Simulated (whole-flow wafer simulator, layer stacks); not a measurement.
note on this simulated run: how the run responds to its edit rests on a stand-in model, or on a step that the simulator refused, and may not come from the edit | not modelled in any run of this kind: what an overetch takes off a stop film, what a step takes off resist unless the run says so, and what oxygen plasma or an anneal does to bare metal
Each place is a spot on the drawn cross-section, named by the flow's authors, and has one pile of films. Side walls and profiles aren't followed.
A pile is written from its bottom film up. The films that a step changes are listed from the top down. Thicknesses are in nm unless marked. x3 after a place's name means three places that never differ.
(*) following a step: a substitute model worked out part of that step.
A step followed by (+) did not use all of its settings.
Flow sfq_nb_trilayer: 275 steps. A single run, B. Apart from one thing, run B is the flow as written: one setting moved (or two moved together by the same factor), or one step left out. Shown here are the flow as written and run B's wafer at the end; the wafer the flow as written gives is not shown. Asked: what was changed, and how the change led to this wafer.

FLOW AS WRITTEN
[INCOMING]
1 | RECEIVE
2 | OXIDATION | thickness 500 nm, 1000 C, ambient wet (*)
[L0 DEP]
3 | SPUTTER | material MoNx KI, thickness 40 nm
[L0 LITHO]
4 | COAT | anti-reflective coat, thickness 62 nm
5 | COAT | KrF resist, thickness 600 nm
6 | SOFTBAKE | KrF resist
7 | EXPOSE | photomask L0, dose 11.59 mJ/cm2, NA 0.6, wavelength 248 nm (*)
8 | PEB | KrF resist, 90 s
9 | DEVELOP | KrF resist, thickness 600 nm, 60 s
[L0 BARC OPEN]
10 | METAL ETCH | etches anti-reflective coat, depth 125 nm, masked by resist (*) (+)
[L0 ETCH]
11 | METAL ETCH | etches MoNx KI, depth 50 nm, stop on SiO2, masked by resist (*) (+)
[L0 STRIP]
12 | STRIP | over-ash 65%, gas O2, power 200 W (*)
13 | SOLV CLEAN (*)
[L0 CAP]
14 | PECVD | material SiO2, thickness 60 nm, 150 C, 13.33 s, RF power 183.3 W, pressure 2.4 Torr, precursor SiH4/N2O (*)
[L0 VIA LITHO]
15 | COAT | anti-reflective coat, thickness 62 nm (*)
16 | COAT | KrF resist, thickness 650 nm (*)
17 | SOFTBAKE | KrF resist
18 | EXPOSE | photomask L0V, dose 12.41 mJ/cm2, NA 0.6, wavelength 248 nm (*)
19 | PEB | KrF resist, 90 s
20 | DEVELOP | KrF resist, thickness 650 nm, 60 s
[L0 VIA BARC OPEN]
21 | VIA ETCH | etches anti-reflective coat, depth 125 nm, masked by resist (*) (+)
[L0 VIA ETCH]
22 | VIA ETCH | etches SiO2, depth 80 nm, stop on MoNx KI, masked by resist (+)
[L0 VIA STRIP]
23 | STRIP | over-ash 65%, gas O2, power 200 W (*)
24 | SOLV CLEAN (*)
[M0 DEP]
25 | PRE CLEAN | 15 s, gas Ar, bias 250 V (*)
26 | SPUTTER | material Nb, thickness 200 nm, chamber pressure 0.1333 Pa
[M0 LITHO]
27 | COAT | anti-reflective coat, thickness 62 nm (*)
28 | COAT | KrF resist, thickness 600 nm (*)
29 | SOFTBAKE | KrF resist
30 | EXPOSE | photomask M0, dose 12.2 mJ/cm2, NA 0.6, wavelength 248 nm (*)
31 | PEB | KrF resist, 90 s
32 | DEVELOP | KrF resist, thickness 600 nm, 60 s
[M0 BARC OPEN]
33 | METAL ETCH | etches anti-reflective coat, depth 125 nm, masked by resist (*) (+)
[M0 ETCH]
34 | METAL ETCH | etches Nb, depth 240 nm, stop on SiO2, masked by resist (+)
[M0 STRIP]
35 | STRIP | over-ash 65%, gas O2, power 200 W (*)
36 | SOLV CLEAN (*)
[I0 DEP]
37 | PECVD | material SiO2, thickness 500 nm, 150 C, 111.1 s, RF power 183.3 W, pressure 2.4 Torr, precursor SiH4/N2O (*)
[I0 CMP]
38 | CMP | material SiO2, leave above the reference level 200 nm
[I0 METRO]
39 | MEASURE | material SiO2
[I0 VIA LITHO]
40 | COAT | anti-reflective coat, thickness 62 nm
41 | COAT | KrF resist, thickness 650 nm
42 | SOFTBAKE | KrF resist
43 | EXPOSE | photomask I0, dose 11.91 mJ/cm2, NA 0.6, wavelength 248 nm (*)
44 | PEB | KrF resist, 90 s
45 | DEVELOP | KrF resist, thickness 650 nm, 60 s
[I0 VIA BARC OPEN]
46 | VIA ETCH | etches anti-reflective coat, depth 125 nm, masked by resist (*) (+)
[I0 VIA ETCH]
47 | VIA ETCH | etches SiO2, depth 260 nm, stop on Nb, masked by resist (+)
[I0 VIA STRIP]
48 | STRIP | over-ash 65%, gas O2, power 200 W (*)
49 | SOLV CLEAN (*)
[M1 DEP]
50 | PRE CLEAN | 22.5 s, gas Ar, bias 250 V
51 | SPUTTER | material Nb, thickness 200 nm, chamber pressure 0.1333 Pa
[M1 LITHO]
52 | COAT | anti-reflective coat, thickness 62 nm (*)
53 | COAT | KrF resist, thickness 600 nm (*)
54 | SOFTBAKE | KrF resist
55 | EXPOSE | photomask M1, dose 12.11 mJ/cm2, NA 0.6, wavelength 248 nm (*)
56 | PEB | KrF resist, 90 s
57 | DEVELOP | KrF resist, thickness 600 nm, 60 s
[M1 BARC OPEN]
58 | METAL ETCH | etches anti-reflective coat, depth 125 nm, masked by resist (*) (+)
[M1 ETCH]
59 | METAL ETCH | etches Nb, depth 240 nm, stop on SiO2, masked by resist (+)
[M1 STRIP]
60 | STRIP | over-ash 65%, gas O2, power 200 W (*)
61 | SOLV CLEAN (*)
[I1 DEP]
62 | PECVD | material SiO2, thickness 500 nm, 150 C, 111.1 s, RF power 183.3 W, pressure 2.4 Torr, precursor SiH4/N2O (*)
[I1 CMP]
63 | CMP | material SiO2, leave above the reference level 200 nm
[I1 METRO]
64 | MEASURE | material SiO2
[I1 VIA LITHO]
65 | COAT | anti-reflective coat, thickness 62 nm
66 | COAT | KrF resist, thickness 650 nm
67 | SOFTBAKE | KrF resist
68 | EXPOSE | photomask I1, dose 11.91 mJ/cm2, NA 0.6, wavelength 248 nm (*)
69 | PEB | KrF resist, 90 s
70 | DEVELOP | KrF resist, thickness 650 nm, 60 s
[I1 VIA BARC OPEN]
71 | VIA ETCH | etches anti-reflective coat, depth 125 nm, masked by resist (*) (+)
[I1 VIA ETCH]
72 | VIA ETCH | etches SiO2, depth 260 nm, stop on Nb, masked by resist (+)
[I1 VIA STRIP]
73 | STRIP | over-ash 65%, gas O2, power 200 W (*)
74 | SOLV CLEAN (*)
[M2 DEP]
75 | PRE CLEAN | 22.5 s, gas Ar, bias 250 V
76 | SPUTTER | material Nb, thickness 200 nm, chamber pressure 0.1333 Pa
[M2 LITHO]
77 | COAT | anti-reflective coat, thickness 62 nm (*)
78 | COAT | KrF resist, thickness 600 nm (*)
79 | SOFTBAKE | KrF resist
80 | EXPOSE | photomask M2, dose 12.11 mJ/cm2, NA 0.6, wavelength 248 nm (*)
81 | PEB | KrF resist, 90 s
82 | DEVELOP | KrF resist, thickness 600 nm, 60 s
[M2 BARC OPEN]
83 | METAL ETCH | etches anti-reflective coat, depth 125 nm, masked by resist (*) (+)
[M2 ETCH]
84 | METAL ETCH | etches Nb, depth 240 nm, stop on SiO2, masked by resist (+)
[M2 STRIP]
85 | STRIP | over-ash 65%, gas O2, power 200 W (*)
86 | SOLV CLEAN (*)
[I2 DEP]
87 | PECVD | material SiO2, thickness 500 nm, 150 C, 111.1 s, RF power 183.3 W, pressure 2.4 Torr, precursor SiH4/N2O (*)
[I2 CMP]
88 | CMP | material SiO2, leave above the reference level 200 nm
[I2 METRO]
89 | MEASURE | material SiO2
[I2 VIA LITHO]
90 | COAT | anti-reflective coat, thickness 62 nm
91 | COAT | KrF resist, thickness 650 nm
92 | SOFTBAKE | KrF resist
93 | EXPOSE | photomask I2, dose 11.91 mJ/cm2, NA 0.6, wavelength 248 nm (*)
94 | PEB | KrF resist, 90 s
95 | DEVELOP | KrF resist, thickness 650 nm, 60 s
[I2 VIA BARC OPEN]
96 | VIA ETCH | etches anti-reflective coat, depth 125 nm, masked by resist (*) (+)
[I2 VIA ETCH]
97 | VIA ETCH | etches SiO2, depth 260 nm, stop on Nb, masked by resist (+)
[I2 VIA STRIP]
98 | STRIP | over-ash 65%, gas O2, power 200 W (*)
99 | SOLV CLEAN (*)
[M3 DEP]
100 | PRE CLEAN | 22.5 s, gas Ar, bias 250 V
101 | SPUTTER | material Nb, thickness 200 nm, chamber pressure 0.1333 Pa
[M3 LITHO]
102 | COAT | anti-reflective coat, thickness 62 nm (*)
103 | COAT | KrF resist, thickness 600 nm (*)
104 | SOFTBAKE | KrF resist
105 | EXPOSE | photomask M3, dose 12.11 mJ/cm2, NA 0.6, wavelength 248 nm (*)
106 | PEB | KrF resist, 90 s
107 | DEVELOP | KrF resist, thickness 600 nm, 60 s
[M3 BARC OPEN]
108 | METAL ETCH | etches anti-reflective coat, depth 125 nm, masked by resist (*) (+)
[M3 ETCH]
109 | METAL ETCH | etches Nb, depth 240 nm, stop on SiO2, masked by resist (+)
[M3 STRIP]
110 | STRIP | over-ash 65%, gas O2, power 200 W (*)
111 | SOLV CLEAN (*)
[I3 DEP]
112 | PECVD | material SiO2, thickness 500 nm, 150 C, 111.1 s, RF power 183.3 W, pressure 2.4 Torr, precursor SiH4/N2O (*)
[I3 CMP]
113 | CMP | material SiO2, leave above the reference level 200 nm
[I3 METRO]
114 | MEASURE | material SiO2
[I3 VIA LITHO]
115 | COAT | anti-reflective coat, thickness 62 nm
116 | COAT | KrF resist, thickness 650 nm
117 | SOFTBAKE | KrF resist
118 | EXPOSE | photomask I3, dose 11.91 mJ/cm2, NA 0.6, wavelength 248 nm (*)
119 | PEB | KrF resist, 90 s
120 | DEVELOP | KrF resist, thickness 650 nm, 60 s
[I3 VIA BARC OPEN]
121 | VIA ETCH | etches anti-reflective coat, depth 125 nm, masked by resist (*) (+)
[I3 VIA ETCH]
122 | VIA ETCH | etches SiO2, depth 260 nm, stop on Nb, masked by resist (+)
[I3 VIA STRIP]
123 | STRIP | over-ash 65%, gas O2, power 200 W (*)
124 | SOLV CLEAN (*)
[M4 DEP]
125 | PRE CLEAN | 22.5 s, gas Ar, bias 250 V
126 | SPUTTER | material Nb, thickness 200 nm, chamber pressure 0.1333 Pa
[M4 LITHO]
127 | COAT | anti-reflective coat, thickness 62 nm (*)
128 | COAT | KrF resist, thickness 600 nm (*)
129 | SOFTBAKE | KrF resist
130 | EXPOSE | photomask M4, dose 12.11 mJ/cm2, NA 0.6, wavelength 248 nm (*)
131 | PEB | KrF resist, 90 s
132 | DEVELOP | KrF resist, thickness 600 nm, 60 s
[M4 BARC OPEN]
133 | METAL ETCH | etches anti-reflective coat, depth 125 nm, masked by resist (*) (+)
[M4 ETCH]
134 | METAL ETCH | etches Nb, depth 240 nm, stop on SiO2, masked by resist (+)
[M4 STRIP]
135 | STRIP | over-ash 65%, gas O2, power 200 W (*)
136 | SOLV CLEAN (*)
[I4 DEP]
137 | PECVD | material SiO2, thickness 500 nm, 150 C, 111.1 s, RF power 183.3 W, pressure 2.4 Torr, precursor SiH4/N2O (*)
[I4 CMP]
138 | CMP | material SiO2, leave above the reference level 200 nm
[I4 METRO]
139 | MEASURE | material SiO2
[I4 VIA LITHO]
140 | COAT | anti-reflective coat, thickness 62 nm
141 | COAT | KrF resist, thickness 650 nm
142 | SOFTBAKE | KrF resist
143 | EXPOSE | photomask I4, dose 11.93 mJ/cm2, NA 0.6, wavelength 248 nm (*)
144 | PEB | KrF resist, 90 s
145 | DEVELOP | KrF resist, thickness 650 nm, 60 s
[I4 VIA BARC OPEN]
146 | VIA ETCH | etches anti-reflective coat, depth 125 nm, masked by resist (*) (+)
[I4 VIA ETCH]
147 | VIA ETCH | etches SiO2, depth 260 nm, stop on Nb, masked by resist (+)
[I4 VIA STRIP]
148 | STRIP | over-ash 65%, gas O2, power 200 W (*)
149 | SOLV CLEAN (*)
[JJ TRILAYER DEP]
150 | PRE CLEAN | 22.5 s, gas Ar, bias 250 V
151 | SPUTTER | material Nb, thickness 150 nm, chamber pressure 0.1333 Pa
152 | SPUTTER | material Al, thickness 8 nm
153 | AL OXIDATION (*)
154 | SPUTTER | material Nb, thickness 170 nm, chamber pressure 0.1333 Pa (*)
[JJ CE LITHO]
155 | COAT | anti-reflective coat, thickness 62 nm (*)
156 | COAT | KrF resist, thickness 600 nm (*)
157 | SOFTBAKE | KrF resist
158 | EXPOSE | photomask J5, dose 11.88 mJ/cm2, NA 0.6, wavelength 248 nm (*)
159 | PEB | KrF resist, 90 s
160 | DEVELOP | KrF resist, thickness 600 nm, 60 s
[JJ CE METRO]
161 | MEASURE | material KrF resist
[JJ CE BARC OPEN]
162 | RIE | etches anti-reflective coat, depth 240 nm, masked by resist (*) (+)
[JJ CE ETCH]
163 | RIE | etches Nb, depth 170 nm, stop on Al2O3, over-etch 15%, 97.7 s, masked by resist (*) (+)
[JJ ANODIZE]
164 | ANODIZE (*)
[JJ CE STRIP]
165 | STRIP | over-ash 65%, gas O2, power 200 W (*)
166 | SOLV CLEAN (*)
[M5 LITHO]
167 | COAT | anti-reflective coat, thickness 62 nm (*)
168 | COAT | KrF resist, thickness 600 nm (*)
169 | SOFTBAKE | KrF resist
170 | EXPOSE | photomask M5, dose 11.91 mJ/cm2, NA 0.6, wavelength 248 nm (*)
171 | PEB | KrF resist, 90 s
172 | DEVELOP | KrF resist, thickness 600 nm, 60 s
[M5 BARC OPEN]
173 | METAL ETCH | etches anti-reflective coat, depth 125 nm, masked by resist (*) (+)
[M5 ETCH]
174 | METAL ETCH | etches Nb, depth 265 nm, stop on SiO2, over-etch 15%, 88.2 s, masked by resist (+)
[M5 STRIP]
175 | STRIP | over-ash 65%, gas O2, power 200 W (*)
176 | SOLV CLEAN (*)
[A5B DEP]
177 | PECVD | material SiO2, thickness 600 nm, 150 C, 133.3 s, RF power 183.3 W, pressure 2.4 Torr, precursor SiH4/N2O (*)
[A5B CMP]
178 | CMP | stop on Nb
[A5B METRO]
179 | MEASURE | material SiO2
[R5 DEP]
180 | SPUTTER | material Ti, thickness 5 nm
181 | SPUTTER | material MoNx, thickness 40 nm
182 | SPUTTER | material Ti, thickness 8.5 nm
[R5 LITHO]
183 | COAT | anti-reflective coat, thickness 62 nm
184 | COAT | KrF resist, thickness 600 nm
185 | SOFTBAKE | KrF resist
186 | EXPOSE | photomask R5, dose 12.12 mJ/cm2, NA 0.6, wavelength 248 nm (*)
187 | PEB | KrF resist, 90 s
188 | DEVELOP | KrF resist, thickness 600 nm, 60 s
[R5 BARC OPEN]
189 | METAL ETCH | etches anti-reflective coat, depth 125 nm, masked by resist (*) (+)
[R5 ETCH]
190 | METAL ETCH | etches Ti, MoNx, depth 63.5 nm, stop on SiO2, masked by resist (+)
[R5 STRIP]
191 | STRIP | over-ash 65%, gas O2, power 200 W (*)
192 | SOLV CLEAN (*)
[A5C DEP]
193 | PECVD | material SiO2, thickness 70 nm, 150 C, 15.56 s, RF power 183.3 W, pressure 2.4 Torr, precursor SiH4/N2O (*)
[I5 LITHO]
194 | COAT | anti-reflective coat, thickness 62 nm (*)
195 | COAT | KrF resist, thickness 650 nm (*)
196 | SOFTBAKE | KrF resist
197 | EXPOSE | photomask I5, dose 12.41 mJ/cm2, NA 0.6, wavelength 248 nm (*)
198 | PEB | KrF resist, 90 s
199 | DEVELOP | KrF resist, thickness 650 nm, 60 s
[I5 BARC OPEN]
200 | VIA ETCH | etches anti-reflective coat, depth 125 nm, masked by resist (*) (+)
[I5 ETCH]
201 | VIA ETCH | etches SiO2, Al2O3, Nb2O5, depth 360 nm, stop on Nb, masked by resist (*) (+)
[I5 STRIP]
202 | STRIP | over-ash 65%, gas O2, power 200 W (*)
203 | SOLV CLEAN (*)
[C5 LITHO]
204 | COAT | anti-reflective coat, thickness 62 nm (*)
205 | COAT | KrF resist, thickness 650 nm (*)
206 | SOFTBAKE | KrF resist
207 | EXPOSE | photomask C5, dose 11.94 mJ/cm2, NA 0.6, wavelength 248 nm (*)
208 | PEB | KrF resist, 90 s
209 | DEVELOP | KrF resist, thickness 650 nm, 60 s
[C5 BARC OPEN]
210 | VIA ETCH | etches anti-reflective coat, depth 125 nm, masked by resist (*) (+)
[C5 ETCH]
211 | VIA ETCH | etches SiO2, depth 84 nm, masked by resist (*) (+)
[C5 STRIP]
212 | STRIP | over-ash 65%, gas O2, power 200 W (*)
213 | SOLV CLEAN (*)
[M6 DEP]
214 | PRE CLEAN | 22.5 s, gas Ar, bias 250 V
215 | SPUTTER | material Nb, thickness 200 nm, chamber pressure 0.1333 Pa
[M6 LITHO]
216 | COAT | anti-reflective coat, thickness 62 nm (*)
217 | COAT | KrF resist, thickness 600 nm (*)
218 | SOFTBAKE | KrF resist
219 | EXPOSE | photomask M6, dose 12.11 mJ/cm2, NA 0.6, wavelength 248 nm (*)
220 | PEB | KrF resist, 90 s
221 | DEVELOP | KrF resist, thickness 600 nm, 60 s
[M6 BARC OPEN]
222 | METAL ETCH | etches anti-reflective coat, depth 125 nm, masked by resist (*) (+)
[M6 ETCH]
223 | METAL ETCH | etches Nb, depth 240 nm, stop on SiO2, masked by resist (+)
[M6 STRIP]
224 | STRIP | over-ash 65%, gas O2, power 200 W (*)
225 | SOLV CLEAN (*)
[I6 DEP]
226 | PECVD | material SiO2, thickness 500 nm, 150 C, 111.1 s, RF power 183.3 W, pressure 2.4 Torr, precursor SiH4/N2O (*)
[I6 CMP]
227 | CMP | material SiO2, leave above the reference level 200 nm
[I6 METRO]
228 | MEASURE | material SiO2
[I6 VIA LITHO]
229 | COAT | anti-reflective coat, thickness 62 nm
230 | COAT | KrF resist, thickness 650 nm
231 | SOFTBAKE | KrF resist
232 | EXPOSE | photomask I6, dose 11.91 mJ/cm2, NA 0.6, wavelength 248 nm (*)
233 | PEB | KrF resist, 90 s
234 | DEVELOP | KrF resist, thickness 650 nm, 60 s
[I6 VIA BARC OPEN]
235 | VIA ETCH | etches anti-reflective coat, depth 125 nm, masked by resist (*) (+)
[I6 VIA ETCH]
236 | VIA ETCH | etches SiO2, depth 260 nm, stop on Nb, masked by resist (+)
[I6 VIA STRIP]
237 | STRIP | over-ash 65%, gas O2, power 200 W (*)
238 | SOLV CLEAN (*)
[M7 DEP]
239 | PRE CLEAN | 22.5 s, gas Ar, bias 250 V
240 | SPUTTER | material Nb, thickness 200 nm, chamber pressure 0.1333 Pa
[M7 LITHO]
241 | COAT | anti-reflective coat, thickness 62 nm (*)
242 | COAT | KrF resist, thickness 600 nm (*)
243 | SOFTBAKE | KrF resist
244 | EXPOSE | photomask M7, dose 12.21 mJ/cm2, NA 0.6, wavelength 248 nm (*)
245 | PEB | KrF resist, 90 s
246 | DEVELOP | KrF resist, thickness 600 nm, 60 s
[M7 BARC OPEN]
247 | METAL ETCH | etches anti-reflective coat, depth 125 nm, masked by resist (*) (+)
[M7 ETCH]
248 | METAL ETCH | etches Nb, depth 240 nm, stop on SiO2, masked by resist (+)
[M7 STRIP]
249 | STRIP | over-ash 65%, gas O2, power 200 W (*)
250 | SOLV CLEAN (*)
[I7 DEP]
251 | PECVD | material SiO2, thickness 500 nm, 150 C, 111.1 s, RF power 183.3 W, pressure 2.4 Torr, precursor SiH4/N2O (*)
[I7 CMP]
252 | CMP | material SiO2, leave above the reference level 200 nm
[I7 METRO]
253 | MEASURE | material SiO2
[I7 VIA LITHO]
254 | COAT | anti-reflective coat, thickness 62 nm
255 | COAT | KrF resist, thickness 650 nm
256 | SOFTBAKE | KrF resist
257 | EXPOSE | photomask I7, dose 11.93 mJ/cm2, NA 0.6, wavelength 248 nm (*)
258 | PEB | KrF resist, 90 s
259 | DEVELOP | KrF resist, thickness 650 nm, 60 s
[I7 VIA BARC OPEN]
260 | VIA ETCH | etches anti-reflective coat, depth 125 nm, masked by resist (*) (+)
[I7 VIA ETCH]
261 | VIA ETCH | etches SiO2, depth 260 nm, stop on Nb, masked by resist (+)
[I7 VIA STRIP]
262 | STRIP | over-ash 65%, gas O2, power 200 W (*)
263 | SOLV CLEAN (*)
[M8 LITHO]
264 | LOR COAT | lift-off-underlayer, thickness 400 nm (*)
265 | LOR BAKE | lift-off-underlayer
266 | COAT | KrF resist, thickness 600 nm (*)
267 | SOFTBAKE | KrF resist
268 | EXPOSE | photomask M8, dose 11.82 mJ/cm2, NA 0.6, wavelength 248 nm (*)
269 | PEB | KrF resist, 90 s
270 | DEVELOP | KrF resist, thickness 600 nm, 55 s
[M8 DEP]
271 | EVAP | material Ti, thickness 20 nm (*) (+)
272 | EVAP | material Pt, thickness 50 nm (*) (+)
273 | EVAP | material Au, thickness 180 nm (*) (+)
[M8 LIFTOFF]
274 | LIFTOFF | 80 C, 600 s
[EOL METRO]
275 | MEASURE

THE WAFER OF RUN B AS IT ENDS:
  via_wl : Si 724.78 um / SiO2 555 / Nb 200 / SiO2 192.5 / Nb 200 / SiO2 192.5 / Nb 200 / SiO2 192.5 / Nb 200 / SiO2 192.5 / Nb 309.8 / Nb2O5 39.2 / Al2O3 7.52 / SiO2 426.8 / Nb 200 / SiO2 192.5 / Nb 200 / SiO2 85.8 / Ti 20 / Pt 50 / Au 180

Cause: step 261, VIA ETCH: depth 114 nm was run, though the flow has depth 260 nm.

Step by step, how the change led to this:
  261 | VIA ETCH | etches SiO2, depth 260 nm, stop on Nb, masked by resist (+)
      via_wl, via_w, via_wr: -114 SiO2 (as written it would have been: -199.8 SiO2 (all of it))
      field_l, v_sur, via_sp and 100 more: -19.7 KrF resist (as written it would have been: -44.8 KrF resist)
  262 | STRIP | over-ash 65%, gas O2, power 200 W (*)
      field_l, v_sur, via_sp and 100 more: -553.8 KrF resist (all of it), -62 anti-reflective coat (all of it) (as written it would have been: -528.6 KrF resist (all of it), -62 anti-reflective coat (all of it))
  264 | LOR COAT | lift-off-underlayer, thickness 400 nm (*)
      via_wl, via_wr: +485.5 lift-off-underlayer (new film) (as written it would have been: +549.8 lift-off-underlayer (new film))
      v_sur: +382.5 lift-off-underlayer (new film) (as written it would have been: +369.4 lift-off-underlayer (new film))
      (and at 2 other places as well)
  266 | COAT | KrF resist, thickness 600 nm (*)
      via_w: +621 KrF resist (new film) (as written it would have been: +636.8 KrF resist (new film))
  270 | DEVELOP | KrF resist, thickness 600 nm, 55 s
      v_sur: -603.7 KrF resist (all of it), -382.5 lift-off-underlayer (all of it) (as written it would have been: -607.3 KrF resist (all of it), -369.4 lift-off-underlayer (all of it))
      via_wl: -613.1 KrF resist (all of it), -485.5 lift-off-underlayer (all of it) (as written it would have been: -623.9 KrF resist (all of it), -549.8 lift-off-underlayer (all of it))
      (and at 3 other places as well)
If metal films that touch count as one body, via_wl has 8 bodies (between them, from the top down: SiO2 85.8; SiO2 192.5; SiO2 426.8 / Al2O3 7.52 / Nb2O5 39.2; SiO2 192.5; SiO2 192.5; SiO2 192.5; SiO2 192.5); the flow as written gives 7 bodies (between them, from the top down: SiO2 192.5; SiO2 426.8 / Al2O3 7.52 / Nb2O5 39.2; SiO2 192.5; SiO2 192.5; SiO2 192.5; SiO2 192.5).
